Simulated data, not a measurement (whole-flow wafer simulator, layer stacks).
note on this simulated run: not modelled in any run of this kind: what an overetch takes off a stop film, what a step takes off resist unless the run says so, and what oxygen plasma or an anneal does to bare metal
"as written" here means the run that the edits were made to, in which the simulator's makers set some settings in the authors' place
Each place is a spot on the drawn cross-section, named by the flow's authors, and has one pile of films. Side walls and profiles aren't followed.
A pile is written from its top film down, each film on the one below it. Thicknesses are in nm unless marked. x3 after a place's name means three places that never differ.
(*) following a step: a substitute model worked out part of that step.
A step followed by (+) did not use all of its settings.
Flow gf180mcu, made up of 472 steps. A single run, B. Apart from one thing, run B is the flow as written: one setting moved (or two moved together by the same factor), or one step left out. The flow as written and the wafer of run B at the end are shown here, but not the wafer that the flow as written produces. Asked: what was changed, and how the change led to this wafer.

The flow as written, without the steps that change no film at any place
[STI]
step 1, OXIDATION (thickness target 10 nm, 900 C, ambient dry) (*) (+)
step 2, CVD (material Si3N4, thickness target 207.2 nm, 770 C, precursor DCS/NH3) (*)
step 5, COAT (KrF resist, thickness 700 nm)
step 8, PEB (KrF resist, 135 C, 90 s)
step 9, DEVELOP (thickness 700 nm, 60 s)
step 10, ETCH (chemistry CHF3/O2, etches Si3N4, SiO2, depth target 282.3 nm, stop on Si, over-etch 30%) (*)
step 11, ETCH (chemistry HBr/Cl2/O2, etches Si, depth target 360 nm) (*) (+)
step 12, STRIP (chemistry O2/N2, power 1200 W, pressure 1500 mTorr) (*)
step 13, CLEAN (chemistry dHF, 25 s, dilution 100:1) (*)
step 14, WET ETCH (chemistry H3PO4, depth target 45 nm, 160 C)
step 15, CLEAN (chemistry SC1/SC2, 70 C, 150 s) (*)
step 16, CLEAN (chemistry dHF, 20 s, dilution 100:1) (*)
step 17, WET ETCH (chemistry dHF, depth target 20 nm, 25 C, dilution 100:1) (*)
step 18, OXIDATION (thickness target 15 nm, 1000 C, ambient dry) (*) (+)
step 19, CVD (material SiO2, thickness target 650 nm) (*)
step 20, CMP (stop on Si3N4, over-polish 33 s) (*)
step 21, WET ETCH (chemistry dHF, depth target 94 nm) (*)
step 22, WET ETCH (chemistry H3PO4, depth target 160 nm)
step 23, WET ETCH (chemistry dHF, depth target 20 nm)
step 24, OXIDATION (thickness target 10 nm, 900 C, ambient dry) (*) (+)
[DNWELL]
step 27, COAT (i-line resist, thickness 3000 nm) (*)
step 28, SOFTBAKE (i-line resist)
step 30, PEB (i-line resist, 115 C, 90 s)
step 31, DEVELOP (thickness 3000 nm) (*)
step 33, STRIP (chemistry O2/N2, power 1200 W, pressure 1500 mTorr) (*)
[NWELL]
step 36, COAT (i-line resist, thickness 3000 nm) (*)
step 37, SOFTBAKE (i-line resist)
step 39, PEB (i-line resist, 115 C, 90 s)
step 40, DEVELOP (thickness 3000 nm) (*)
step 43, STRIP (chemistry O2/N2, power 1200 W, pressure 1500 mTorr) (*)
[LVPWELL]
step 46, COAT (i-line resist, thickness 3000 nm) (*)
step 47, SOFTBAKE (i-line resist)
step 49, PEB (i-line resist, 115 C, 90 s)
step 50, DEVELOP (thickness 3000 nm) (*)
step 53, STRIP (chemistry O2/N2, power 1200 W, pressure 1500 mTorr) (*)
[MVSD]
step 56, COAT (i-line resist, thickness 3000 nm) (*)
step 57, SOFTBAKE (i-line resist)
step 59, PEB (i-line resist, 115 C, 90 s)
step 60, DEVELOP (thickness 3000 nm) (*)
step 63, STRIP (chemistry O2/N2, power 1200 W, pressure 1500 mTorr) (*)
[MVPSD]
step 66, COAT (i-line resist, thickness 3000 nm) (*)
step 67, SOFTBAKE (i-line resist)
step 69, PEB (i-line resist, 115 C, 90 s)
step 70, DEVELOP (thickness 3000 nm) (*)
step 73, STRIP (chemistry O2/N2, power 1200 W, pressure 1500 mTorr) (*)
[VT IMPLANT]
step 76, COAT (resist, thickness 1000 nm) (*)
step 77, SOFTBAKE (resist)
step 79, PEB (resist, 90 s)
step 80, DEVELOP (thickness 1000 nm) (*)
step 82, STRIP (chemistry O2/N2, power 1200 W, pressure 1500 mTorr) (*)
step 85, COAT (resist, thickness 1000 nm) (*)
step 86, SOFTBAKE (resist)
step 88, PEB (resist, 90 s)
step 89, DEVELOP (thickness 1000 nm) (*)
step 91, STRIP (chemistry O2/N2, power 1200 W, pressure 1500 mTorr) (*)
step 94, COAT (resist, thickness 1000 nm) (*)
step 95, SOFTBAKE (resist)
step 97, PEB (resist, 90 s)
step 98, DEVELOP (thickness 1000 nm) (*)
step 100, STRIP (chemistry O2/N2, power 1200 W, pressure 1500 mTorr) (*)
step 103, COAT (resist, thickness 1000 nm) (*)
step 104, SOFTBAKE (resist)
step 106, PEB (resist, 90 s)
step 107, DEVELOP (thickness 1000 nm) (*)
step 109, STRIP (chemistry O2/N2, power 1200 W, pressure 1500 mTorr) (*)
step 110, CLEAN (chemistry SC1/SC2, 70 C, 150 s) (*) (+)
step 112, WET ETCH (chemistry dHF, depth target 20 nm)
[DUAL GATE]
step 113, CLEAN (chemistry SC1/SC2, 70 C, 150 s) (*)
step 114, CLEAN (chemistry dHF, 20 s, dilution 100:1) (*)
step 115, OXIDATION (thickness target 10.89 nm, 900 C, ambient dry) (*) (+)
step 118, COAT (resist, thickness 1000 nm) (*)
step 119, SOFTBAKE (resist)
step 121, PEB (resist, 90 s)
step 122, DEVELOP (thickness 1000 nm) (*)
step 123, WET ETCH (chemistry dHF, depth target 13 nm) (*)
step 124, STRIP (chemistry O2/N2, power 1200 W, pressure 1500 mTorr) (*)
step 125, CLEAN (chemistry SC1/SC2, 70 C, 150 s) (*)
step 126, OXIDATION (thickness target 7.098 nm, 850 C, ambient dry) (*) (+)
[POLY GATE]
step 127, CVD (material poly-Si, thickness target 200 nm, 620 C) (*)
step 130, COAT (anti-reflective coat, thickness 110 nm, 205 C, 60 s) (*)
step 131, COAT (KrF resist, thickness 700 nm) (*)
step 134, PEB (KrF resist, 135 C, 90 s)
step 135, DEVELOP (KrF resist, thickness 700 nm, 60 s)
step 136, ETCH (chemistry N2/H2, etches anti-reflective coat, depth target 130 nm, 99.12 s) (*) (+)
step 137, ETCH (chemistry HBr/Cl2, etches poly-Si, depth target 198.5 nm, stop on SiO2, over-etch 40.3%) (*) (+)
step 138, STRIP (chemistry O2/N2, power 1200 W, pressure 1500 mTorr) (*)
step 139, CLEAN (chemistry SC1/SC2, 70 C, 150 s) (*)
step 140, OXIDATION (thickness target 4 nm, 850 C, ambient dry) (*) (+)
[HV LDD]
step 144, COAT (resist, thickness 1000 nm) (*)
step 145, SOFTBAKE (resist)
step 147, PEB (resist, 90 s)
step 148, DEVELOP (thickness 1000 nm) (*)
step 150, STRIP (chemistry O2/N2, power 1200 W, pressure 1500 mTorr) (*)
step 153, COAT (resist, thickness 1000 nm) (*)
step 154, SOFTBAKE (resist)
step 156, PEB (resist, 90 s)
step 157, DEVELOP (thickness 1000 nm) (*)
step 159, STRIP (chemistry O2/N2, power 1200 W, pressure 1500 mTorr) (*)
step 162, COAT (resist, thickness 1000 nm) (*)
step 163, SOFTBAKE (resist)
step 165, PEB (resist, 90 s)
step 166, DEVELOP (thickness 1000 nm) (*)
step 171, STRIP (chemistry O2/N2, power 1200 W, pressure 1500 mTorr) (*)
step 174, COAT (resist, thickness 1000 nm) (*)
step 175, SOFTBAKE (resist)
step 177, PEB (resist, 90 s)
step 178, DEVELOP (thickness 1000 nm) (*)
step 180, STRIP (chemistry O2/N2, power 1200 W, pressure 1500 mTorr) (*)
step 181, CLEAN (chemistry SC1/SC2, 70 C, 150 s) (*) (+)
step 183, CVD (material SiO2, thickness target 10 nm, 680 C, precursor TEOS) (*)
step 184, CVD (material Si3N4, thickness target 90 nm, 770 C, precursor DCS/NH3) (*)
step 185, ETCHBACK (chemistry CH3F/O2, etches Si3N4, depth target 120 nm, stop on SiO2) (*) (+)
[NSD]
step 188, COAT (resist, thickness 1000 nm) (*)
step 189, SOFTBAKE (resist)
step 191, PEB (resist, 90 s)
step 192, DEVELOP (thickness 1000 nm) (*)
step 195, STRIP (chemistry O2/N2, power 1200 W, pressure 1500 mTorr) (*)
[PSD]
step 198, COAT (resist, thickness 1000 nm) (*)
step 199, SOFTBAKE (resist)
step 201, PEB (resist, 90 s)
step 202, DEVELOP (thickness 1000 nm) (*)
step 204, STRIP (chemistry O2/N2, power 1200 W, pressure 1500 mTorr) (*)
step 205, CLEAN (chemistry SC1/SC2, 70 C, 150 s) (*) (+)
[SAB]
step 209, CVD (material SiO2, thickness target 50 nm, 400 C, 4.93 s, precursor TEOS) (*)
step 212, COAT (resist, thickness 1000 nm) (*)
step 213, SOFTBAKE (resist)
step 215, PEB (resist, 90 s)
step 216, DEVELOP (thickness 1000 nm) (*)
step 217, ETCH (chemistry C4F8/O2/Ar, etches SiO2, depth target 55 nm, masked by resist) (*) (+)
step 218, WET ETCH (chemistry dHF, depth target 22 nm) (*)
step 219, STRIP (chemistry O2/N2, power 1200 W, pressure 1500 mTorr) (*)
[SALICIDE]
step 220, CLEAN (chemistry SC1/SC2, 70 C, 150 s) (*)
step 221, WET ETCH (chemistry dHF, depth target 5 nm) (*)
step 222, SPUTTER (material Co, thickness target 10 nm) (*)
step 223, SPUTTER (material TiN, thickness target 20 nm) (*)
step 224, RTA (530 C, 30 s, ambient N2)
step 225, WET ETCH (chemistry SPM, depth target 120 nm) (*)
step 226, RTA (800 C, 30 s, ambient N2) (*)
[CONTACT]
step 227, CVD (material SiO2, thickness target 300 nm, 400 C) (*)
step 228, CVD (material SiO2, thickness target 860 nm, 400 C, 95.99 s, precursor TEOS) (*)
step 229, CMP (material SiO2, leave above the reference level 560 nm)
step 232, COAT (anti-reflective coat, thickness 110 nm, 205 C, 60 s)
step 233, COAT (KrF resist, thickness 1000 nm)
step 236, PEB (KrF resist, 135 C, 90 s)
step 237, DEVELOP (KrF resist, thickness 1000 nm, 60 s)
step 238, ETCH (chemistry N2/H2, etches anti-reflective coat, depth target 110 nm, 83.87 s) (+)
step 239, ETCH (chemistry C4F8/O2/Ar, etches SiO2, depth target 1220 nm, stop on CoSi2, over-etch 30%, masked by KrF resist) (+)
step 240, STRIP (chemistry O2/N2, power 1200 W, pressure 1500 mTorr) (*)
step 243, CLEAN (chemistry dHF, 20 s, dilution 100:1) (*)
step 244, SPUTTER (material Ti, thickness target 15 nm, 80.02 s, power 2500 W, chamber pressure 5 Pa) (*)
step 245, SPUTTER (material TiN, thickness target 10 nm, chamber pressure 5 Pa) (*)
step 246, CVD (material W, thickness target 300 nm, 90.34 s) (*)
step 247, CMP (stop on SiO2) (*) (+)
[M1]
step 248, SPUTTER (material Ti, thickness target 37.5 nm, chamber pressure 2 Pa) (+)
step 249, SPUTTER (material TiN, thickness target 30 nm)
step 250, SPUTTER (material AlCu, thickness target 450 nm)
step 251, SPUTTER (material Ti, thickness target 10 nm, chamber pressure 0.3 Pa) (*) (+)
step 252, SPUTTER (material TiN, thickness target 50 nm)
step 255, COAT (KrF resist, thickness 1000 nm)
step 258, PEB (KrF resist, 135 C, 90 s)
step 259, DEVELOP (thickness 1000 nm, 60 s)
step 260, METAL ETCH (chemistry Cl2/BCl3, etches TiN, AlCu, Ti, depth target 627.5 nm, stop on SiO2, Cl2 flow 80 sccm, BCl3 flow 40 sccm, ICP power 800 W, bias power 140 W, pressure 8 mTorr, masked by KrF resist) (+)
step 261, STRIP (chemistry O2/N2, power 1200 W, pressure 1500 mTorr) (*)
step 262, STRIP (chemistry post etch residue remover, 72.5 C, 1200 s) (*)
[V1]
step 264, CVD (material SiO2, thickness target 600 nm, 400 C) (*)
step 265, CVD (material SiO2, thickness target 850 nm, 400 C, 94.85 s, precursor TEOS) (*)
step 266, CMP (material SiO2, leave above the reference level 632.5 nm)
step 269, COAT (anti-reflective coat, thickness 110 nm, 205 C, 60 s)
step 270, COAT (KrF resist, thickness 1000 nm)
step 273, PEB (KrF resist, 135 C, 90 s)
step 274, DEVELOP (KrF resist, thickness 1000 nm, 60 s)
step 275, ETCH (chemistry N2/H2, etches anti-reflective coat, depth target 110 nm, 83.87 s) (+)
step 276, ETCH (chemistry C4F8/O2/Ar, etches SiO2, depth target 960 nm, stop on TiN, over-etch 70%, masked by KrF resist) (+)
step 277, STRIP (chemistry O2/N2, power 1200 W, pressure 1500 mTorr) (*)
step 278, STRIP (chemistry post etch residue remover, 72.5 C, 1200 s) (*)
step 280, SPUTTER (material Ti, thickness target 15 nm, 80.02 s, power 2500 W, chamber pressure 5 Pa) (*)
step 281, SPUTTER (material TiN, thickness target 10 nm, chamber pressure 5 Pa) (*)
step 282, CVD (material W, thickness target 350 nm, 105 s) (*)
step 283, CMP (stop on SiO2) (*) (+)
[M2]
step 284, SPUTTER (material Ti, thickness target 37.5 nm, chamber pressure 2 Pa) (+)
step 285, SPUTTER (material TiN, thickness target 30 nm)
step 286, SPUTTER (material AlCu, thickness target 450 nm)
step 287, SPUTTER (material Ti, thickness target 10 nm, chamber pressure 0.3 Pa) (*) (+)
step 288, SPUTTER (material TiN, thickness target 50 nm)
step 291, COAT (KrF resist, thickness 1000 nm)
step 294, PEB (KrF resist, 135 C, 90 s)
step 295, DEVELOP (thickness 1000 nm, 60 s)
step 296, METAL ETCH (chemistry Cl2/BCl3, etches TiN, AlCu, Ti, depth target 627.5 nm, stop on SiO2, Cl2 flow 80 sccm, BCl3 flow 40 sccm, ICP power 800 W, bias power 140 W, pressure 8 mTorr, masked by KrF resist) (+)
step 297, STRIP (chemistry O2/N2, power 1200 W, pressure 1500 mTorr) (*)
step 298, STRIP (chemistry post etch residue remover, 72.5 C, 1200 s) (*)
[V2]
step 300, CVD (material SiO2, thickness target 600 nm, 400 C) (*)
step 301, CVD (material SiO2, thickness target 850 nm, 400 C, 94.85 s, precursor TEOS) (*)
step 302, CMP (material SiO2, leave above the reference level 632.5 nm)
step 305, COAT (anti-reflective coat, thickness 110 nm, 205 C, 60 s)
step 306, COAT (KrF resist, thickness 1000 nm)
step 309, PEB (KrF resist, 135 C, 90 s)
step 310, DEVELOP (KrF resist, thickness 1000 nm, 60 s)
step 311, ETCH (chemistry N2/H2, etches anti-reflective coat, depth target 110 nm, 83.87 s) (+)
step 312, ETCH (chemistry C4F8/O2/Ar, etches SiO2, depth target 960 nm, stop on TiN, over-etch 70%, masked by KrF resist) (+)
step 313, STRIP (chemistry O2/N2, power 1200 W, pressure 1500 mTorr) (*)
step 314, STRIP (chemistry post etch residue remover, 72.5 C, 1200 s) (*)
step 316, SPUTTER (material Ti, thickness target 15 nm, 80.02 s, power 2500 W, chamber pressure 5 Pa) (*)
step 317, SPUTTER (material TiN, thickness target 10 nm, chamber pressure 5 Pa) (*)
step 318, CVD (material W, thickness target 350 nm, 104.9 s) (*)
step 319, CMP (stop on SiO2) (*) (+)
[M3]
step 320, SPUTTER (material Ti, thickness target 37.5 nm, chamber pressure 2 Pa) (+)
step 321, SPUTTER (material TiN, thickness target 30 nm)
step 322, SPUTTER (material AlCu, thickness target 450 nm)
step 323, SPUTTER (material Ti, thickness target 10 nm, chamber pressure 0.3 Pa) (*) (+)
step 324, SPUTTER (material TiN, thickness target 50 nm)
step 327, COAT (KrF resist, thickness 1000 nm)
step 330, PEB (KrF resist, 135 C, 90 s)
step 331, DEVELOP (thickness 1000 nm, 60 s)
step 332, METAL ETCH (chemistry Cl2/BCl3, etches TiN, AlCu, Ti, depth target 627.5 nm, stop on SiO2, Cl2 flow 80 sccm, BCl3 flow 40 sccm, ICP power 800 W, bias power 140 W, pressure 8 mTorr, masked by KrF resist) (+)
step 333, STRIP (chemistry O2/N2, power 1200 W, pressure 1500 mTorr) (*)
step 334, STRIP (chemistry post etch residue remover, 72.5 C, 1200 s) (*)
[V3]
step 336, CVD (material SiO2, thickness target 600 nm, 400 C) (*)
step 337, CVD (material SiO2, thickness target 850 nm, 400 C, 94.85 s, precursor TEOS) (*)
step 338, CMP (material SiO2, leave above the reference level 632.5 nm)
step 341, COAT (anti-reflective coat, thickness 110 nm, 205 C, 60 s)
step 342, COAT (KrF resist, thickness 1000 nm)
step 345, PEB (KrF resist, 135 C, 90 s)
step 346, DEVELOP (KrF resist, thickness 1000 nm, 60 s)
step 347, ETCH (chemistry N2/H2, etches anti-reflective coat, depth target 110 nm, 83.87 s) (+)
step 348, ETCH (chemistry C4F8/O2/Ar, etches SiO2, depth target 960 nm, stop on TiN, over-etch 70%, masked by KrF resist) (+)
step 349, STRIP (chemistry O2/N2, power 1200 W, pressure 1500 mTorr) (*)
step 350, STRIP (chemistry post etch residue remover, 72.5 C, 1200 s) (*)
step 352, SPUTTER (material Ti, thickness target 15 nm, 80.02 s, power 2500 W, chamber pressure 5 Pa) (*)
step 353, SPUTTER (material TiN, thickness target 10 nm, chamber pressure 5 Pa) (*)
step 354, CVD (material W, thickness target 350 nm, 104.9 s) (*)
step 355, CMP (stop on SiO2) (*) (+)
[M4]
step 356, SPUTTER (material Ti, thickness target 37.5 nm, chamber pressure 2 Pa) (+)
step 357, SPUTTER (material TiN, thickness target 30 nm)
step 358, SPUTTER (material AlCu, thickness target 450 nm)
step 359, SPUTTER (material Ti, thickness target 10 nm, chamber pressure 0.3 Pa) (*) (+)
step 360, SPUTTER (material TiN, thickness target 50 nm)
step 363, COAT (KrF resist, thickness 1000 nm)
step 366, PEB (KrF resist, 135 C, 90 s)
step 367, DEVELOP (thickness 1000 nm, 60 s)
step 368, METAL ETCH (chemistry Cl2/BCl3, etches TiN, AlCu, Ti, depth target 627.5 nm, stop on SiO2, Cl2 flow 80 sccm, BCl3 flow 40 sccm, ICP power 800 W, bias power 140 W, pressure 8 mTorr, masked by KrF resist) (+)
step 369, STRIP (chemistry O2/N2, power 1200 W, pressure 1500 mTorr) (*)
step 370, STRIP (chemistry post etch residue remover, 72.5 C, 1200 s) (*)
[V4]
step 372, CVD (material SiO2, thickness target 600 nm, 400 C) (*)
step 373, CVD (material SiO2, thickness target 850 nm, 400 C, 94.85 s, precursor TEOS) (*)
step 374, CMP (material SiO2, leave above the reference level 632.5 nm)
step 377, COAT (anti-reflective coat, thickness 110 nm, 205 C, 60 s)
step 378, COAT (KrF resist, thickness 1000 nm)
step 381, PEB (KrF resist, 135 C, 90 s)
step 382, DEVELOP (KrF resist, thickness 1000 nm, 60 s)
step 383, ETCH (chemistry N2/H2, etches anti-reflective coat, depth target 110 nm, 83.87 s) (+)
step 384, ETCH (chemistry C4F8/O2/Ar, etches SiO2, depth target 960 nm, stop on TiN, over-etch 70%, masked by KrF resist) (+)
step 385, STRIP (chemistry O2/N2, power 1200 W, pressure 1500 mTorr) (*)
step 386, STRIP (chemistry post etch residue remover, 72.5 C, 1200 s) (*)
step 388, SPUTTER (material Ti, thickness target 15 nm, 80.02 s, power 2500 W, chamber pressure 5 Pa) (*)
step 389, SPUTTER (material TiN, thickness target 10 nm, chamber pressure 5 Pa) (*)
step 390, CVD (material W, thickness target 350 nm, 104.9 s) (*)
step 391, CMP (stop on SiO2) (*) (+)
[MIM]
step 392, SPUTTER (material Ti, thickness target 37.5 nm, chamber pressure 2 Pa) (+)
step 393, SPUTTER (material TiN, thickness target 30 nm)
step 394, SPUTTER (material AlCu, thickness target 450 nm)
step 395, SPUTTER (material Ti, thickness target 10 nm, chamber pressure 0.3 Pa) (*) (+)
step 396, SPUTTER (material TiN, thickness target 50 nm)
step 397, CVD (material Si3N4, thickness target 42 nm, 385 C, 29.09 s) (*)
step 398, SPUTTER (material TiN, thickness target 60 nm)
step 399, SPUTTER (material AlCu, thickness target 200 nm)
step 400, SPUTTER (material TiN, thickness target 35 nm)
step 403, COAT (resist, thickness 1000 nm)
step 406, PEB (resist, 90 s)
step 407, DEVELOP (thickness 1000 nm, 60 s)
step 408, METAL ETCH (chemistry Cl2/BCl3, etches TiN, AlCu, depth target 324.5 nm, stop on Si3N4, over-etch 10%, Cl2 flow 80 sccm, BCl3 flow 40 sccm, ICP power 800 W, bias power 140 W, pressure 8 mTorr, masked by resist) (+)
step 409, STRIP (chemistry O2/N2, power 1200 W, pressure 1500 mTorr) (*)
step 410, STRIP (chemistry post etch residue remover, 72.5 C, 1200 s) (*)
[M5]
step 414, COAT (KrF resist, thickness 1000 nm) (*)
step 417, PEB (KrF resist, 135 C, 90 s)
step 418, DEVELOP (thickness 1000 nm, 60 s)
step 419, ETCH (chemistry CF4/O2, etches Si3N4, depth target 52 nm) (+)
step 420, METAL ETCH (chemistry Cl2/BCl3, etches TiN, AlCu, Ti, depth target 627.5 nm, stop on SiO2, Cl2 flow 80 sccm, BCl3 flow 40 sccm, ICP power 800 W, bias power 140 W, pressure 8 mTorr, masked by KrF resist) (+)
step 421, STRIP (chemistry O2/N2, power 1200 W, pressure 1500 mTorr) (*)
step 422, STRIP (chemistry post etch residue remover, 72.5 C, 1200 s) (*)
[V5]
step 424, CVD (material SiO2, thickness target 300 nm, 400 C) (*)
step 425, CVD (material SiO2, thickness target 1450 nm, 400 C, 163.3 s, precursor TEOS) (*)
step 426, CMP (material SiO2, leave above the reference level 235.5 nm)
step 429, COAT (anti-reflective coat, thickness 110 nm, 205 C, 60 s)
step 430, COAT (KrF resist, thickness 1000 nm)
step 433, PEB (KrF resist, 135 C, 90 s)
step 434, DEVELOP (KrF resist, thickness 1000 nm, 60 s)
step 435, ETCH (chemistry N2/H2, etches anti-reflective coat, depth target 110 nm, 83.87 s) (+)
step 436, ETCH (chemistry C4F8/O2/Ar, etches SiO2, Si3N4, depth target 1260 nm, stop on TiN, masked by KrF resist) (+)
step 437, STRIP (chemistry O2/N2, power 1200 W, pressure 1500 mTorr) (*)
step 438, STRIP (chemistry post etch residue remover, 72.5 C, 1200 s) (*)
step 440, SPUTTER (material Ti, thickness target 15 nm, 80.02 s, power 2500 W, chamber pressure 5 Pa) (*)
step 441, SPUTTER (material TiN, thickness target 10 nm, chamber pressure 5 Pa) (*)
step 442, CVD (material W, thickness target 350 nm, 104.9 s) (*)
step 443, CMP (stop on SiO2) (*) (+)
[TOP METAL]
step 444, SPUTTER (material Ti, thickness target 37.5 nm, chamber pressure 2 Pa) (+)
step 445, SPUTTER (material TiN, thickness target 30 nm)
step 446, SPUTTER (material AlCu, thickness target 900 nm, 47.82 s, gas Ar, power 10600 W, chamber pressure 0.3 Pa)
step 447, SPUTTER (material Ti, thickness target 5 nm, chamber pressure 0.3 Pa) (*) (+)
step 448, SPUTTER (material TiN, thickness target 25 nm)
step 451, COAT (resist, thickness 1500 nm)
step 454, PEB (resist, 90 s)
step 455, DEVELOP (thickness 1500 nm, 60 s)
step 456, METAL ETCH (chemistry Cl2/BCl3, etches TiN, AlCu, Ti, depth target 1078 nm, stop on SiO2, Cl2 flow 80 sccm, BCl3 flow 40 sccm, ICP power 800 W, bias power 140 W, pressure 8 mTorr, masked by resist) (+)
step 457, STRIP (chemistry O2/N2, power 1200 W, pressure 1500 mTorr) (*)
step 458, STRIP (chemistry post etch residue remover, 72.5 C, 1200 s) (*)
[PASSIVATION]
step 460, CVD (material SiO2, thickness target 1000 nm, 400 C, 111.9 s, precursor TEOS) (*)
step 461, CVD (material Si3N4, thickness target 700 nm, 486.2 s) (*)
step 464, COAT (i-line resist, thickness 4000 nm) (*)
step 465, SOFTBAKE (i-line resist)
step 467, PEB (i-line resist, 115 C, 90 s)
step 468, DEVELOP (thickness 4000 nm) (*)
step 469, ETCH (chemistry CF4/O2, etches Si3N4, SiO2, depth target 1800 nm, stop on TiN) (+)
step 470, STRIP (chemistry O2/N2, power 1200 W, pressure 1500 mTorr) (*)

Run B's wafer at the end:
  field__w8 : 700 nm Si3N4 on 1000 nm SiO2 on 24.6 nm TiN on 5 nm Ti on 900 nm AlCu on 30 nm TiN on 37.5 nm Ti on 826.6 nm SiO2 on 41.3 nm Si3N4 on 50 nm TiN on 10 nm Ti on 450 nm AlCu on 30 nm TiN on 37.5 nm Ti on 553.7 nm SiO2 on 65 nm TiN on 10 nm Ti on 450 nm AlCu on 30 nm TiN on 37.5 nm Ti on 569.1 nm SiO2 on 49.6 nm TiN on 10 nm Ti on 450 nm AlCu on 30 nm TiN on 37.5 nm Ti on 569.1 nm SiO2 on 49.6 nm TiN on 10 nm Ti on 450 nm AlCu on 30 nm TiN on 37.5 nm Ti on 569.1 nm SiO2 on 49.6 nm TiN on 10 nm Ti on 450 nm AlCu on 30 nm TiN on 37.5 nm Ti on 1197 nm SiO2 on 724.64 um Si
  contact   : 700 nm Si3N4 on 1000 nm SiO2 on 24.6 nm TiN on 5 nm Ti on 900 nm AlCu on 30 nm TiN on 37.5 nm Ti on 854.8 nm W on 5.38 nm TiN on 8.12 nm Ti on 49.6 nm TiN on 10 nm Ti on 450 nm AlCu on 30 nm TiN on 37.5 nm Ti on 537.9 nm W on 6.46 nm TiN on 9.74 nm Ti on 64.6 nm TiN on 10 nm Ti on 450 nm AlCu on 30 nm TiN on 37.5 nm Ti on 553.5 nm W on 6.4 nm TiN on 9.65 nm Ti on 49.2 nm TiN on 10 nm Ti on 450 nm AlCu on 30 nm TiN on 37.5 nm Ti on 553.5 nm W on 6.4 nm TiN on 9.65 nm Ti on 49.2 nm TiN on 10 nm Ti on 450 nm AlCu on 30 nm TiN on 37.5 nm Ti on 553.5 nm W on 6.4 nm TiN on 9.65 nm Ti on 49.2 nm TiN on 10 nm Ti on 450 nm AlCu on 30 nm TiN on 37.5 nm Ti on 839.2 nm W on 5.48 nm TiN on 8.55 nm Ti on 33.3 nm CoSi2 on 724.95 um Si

Cause: step 360, SPUTTER: thickness target 65.44 nm was run, whereas the flow has thickness target 50 nm.

Step by step, how the change led to this:
  step 360, SPUTTER (material TiN, thickness target 50 nm)
      field, field__w1, field__w2 and 108 more: +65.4 TiN (new film) (it would be, as written: +50 TiN (new film))
  step 368, METAL ETCH (chemistry Cl2/BCl3, etches TiN, AlCu, Ti, depth target 627.5 nm, stop on SiO2, Cl2 flow 80 sccm, BCl3 flow 40 sccm, ICP power 800 W, bias power 140 W, pressure 8 mTorr, masked by KrF resist) (+)
      field, field__w1, field__w2 and 103 more: -65.4 TiN (all of it), -10 Ti (all of it), -450 AlCu (all of it), -30 TiN (all of it), -37.5 Ti (all of it) (it would be, as written: -50 TiN (all of it), -10 Ti (all of it), -450 AlCu (all of it), -30 TiN (all of it), -37.5 Ti (all of it))
  step 384, ETCH (chemistry C4F8/O2/Ar, etches SiO2, depth target 960 nm, stop on TiN, over-etch 70%, masked by KrF resist) (+)
      contact: -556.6 SiO2 (all of it) (it would be, as written: -572.1 SiO2 (all of it))
